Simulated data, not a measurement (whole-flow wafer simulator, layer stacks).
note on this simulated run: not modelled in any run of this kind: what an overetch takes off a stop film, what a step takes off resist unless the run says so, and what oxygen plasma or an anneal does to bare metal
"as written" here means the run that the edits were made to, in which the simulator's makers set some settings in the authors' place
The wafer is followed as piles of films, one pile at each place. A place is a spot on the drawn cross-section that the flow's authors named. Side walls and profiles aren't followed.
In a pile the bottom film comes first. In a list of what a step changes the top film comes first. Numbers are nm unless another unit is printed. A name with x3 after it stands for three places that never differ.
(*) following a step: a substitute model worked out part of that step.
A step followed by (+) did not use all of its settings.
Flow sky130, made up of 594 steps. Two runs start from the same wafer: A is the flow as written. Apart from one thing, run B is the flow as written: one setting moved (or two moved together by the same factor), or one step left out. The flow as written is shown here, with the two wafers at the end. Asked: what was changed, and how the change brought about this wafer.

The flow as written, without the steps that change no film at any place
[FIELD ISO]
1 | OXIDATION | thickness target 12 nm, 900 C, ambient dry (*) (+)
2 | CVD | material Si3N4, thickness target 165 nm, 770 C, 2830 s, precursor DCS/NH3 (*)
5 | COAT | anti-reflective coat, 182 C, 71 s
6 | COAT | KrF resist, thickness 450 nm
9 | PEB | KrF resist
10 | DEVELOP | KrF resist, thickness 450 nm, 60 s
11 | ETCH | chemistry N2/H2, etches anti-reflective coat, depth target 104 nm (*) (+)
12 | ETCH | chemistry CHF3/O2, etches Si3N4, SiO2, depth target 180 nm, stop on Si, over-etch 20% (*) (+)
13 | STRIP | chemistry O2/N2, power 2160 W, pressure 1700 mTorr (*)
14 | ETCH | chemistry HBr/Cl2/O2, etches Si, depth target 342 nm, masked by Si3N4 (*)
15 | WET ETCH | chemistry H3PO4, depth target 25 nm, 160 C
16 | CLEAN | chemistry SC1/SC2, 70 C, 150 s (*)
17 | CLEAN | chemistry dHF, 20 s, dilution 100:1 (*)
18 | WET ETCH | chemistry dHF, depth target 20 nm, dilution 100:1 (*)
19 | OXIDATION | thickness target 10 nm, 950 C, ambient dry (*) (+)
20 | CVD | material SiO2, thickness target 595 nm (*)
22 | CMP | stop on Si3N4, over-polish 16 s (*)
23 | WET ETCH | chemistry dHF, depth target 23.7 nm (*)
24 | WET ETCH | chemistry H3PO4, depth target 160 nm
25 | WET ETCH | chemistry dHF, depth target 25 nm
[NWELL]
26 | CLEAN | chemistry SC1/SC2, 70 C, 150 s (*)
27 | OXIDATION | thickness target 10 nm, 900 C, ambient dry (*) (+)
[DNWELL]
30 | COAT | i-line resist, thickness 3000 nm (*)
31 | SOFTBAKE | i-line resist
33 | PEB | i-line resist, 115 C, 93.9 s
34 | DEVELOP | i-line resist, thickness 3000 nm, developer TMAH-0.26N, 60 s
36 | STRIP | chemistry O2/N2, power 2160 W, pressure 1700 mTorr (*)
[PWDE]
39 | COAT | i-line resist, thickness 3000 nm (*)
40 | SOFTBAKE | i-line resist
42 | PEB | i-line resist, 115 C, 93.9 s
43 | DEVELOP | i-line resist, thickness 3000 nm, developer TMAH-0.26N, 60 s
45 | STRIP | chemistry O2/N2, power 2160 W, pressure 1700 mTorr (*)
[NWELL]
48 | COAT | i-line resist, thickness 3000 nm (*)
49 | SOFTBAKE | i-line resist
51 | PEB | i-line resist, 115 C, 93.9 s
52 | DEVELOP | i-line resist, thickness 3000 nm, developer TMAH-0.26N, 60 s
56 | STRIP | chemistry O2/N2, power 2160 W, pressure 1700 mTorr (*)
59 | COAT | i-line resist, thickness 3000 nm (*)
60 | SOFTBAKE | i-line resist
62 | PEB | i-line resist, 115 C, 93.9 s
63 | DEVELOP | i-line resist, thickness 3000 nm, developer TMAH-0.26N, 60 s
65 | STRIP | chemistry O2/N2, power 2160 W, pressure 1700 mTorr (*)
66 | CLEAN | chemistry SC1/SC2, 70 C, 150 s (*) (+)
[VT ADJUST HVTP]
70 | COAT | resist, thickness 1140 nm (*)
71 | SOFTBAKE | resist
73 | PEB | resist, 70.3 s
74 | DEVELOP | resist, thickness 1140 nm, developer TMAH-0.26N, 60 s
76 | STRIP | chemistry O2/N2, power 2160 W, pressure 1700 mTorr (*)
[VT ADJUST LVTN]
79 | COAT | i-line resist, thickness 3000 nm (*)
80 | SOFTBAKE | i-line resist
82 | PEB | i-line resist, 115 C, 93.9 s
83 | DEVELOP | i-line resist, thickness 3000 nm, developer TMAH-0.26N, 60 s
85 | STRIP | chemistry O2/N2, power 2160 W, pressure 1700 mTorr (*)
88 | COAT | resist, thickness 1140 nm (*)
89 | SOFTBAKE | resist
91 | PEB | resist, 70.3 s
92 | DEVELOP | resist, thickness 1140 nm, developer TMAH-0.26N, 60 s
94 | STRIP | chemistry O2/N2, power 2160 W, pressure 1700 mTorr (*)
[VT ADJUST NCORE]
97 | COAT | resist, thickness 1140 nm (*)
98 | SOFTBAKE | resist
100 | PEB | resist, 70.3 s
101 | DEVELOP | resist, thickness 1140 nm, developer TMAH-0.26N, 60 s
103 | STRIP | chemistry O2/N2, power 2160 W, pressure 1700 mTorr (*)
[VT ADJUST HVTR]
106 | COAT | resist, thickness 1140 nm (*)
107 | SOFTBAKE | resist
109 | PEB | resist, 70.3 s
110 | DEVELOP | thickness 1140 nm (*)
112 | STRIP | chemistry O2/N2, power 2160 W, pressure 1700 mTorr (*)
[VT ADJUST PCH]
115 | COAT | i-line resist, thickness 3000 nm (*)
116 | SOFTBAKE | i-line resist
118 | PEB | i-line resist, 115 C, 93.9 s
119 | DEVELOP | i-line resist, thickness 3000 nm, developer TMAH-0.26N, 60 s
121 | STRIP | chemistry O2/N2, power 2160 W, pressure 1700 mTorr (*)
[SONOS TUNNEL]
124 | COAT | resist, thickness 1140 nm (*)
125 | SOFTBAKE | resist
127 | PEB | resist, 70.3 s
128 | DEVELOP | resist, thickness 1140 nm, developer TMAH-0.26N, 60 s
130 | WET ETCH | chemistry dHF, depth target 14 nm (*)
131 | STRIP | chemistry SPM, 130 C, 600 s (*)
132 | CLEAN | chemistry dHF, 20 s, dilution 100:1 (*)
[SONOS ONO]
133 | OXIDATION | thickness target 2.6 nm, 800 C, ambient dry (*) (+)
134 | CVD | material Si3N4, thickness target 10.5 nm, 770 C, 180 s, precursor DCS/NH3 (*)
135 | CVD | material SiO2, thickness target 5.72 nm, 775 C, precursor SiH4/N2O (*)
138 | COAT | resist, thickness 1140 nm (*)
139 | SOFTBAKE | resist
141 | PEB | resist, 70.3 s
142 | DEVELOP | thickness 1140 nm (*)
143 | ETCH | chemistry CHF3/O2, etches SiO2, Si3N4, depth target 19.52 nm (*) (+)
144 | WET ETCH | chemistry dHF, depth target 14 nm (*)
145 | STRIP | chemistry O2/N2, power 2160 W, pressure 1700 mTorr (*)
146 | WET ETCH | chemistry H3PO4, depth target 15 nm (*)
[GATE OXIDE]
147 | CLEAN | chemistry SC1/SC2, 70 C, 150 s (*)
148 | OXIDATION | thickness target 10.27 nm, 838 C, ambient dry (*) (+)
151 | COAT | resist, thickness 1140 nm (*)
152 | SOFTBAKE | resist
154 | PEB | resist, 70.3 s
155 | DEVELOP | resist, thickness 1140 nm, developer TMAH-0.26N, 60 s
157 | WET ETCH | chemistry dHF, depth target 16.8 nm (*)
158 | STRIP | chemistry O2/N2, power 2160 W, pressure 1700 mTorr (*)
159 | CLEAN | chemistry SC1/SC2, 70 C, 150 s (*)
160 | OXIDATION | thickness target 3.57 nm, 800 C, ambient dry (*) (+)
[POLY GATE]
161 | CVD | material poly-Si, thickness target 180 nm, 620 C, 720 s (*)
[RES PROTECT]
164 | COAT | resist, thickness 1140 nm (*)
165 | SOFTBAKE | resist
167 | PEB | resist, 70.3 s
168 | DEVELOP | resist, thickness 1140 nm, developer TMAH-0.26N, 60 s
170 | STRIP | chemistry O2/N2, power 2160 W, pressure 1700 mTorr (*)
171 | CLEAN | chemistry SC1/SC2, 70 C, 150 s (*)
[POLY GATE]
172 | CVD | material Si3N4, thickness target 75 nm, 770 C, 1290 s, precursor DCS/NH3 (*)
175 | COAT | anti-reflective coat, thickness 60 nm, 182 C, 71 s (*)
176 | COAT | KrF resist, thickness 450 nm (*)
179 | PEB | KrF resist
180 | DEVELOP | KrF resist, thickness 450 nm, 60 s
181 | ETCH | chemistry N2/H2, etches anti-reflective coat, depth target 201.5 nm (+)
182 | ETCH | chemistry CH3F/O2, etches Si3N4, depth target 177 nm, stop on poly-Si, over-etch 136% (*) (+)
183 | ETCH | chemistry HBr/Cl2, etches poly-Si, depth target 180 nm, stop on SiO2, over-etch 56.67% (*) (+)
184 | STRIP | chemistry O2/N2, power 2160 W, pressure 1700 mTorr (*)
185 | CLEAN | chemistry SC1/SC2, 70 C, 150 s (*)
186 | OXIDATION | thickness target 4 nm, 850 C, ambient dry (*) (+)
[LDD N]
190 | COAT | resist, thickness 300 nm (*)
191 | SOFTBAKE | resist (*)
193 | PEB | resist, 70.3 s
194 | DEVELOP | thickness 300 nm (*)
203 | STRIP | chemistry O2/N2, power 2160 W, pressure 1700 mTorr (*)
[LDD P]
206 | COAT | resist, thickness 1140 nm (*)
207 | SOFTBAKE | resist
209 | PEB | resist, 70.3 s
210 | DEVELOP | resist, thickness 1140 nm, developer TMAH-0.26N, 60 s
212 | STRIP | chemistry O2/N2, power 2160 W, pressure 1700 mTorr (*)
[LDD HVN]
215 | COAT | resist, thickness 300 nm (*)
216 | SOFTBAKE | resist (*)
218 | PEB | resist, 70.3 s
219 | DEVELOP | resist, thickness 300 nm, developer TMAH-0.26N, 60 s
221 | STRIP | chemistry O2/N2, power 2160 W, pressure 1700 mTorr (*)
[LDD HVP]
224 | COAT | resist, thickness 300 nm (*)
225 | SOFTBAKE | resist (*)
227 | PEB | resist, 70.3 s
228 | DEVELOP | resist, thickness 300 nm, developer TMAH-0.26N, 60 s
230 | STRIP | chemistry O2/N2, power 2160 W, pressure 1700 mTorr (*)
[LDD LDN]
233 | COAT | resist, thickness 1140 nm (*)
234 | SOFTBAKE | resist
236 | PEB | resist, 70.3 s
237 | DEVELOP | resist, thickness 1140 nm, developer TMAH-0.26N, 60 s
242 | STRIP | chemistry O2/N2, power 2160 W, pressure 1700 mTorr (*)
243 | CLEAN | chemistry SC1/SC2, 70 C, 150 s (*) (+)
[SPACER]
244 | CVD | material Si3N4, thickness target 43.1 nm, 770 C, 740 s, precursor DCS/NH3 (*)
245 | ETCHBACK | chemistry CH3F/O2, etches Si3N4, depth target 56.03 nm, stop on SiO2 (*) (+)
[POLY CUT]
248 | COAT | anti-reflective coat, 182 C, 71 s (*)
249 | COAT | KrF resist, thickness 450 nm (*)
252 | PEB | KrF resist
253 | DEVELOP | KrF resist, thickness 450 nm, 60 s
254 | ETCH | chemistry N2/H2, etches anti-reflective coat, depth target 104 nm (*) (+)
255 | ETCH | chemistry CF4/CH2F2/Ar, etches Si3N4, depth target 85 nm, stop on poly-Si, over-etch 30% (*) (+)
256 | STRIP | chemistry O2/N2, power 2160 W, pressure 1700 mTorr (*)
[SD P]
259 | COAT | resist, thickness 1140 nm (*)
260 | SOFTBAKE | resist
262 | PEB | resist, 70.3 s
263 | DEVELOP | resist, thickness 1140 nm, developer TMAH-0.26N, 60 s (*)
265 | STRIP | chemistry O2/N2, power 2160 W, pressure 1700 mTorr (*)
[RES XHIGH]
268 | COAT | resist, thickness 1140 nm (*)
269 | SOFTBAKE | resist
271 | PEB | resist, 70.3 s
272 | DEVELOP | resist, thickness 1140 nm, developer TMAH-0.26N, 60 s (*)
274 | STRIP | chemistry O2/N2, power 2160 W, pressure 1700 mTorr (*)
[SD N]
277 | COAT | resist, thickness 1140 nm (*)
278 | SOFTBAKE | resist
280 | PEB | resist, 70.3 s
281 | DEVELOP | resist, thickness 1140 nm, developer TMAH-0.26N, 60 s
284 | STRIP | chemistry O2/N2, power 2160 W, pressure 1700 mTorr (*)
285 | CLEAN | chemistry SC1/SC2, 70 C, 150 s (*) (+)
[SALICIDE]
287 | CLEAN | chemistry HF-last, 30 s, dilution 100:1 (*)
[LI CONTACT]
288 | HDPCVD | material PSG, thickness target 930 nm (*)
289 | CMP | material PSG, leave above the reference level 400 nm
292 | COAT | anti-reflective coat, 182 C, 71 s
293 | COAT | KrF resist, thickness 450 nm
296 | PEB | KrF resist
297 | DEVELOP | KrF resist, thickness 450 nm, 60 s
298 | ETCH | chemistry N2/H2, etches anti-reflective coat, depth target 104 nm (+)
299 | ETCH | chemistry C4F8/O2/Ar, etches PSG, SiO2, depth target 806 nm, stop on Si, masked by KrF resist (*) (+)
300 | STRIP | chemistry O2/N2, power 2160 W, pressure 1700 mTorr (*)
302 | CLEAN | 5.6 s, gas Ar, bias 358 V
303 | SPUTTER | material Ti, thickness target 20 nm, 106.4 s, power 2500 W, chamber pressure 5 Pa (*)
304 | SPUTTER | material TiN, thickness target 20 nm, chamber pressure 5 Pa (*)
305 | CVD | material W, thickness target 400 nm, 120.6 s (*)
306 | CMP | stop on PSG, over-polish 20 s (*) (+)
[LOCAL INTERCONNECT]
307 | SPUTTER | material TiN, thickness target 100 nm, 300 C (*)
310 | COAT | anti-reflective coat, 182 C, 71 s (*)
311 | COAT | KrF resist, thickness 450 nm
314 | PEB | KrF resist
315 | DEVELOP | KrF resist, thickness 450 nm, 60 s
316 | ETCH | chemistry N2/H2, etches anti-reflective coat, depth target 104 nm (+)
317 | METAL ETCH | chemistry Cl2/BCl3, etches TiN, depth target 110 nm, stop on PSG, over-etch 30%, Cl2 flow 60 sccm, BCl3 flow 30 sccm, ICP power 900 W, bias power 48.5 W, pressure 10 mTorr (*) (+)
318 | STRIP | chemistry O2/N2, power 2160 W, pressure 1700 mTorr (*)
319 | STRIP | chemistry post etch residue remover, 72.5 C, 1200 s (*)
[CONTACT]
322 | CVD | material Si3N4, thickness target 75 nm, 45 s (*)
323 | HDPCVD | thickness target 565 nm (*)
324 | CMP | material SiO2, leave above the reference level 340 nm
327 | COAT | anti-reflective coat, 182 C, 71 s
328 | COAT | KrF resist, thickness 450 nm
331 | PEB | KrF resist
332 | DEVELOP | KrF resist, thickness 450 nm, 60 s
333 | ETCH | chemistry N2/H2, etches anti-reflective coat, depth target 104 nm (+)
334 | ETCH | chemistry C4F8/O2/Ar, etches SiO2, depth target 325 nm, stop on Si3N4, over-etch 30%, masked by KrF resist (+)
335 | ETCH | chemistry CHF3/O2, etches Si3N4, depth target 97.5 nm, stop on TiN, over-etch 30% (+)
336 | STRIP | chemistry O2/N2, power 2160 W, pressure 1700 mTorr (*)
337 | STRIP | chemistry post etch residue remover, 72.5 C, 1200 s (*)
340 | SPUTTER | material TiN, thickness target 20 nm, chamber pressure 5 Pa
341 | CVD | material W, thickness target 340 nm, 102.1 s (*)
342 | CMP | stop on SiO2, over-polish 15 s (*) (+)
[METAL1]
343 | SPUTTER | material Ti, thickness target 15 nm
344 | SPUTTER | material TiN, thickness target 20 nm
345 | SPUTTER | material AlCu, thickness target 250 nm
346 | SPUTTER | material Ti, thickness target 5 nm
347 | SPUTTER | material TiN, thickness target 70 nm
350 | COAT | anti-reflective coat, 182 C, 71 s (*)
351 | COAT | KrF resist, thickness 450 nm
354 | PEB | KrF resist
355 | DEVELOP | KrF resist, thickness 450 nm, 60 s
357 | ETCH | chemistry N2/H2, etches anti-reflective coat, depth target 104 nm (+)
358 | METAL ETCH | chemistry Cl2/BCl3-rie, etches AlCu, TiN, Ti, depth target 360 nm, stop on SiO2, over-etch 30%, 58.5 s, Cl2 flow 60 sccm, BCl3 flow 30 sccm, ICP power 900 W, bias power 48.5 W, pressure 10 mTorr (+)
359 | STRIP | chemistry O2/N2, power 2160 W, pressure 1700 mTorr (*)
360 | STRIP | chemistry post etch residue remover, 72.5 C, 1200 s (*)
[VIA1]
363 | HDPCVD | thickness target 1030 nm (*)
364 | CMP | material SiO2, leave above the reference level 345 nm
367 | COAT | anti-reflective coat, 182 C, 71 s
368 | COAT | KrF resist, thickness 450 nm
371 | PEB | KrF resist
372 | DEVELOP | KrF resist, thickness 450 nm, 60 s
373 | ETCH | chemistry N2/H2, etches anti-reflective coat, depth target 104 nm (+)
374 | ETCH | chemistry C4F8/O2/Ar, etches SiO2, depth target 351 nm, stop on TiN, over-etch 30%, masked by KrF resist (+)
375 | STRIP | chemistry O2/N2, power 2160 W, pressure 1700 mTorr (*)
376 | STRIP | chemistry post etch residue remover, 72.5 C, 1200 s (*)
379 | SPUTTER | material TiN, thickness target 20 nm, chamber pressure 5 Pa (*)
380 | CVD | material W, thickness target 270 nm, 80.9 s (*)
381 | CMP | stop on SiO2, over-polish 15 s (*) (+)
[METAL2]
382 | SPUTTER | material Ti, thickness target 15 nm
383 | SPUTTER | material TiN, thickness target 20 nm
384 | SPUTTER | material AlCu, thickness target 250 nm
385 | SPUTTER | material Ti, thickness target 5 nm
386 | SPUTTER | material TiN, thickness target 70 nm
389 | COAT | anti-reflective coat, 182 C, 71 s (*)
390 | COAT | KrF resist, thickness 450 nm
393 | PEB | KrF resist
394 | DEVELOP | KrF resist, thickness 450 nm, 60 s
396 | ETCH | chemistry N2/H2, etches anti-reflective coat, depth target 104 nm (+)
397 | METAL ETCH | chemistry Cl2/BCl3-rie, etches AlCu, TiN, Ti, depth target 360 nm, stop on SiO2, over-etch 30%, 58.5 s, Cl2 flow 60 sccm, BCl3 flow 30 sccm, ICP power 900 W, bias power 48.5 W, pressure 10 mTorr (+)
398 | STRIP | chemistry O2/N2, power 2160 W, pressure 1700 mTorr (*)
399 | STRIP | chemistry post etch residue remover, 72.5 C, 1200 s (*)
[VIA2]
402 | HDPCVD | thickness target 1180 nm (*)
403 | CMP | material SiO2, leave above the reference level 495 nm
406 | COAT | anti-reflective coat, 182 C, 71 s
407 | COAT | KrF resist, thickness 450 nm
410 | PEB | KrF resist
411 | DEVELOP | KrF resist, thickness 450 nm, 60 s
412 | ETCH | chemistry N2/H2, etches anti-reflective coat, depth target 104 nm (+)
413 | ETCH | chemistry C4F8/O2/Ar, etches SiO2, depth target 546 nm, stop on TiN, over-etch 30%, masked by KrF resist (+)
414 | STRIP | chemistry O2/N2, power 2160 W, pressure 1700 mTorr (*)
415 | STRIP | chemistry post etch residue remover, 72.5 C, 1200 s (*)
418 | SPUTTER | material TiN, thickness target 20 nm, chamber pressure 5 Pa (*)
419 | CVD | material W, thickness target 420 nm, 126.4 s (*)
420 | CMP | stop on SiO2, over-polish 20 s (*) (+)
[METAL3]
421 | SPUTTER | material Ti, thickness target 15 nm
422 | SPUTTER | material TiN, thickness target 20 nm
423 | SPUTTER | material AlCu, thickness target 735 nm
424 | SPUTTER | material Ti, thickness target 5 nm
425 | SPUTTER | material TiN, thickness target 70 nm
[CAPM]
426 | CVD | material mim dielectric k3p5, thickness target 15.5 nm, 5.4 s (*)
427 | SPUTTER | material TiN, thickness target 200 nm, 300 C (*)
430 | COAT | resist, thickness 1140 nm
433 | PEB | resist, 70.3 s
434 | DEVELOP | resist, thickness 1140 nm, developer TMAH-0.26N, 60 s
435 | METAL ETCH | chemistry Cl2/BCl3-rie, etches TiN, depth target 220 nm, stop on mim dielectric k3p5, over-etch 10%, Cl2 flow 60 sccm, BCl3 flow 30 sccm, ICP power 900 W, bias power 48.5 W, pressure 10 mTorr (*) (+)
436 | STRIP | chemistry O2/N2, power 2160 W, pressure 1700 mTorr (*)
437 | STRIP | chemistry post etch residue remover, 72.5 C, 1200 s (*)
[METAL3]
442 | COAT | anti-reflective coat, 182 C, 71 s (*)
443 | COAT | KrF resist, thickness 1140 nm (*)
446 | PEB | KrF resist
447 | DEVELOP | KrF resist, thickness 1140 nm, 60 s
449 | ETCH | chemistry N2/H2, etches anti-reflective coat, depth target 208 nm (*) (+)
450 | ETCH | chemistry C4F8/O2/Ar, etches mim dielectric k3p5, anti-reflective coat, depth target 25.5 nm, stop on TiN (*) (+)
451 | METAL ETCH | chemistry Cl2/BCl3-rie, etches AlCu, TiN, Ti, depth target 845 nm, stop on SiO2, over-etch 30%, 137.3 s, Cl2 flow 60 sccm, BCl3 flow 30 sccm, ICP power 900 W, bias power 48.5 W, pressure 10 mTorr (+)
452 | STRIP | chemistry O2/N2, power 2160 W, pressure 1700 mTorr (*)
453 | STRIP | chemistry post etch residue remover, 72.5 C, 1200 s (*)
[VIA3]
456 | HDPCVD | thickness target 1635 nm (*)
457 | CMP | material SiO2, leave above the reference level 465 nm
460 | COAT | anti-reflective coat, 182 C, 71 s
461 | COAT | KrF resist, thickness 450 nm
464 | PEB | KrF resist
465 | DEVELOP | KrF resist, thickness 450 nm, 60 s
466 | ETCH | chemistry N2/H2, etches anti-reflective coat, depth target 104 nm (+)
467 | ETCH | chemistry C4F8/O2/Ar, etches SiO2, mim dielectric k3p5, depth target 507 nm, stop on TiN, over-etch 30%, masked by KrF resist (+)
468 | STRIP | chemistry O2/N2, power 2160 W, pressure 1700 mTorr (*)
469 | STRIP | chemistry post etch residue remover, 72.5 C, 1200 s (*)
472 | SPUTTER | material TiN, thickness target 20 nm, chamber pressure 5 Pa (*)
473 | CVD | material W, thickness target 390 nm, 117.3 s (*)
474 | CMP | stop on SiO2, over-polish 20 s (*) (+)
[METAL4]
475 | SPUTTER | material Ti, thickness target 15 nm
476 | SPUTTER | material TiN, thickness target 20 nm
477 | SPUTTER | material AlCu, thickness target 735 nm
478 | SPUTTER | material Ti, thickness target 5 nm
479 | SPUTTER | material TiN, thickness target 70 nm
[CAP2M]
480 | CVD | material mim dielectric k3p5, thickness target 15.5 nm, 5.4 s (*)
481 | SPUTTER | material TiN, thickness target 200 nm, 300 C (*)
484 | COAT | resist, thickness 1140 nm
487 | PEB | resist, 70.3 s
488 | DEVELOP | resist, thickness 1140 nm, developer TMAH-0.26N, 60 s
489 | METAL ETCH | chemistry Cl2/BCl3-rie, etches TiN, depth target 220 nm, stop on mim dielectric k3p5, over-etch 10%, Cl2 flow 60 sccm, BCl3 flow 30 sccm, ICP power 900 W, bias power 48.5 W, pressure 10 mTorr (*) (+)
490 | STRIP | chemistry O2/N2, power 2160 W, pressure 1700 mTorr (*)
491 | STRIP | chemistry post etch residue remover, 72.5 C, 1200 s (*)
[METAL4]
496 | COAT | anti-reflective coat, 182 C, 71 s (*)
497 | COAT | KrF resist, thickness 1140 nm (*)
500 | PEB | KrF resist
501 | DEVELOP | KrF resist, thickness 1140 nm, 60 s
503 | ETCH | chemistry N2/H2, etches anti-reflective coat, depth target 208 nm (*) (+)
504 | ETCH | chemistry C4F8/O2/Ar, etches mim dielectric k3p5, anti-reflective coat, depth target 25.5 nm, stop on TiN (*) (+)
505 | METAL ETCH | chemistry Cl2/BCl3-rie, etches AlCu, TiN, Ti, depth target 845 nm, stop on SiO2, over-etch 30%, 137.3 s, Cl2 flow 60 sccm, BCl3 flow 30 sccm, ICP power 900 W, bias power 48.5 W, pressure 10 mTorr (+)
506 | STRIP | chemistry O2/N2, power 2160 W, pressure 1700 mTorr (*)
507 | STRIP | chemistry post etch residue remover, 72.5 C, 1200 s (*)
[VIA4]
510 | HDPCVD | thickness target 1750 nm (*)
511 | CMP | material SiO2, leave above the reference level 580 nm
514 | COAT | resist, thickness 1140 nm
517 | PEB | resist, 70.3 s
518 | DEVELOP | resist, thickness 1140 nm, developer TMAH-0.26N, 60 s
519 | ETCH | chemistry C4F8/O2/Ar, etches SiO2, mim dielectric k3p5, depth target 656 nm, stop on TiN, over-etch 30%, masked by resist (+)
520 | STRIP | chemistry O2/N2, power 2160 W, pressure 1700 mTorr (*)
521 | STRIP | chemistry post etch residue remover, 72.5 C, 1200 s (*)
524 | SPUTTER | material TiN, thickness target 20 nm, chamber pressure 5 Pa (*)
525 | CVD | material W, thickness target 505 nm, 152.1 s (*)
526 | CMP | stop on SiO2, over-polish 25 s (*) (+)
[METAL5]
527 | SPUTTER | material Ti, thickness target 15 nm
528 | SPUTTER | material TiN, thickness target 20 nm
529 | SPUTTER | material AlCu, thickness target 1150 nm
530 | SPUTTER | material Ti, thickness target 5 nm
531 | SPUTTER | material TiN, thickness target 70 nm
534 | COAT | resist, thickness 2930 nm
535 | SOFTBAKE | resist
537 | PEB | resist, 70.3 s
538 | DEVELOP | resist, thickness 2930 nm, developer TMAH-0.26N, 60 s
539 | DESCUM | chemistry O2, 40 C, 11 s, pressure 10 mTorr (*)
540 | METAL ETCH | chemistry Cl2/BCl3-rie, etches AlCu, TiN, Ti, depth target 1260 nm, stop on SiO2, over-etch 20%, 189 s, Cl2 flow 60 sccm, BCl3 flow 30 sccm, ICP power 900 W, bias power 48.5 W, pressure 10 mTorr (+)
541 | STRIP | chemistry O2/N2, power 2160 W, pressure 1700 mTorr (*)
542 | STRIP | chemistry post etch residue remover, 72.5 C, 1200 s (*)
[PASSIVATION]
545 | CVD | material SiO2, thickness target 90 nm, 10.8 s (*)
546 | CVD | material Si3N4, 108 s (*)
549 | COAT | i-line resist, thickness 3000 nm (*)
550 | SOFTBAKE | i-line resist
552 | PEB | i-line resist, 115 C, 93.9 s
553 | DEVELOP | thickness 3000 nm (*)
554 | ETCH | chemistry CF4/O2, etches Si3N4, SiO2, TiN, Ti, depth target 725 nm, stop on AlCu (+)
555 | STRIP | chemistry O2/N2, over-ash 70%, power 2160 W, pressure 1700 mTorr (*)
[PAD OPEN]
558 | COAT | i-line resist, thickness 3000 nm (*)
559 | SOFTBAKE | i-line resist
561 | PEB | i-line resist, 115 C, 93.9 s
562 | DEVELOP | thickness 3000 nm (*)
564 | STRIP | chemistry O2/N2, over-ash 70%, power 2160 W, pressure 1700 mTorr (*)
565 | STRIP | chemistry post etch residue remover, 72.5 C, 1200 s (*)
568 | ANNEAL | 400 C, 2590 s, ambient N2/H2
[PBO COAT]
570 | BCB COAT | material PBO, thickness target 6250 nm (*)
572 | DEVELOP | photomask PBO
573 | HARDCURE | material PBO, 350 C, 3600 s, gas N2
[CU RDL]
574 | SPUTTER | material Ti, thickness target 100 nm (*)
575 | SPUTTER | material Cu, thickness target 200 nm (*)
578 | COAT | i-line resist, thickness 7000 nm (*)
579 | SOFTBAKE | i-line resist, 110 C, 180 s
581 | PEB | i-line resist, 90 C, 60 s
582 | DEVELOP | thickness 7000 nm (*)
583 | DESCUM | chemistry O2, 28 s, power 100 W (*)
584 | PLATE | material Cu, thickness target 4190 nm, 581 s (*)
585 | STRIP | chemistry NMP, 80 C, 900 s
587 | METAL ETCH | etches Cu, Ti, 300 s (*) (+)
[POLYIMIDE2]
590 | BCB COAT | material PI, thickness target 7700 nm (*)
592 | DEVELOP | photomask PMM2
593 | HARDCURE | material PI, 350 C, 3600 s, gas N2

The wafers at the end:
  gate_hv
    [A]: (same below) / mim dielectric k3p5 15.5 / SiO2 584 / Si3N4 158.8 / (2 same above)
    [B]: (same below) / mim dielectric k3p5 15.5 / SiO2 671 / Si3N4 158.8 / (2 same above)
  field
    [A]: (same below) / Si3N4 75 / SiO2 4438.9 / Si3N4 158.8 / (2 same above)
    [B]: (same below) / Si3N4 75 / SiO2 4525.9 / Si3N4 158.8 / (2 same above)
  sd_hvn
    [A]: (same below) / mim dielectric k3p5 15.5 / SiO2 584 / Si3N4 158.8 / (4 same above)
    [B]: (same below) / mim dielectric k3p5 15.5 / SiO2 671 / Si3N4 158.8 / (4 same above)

What caused this: step 511, CMP: leave above the reference level 667 nm was run, whereas the flow has leave above the reference level 580 nm.

The path from the change to this, step by step:
  511 | CMP | material SiO2, leave above the reference level 580 nm
      n_well, p_well, gate_hv and 99 more: A SiO2 loses 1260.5 | B SiO2 loses 1173.5
      field, active, gate and 77 more: A SiO2 loses 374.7 | B SiO2 loses 287.7
      (as well as at 11 more places)
  519 | ETCH | chemistry C4F8/O2/Ar, etches SiO2, mim dielectric k3p5, depth target 656 nm, stop on TiN, over-etch 30%, masked by resist (+)
      m1: A SiO2 loses 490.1 (all of it), mim dielectric k3p5 loses 15.5 (all of it) | B SiO2 loses 577.1 (all of it), mim dielectric k3p5 loses 15.5 (all of it)
      via4_hole: A SiO2 loses 489.5 (all of it), mim dielectric k3p5 loses 15.5 (all of it) | B SiO2 loses 576.5 (all of it), mim dielectric k3p5 loses 15.5 (all of it)
  524 | SPUTTER | material TiN, thickness target 20 nm, chamber pressure 5 Pa (*)
      m1, via4_hole: A TiN gains 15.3 | B TiN gains 14.7
  525 | CVD | material W, thickness target 505 nm, 152.1 s (*)
      m1: A W gains 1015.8 (new film) | B W gains 1103.3 (new film)
      via4_hole: A W gains 1015.2 (new film) | B W gains 1102.7 (new film)
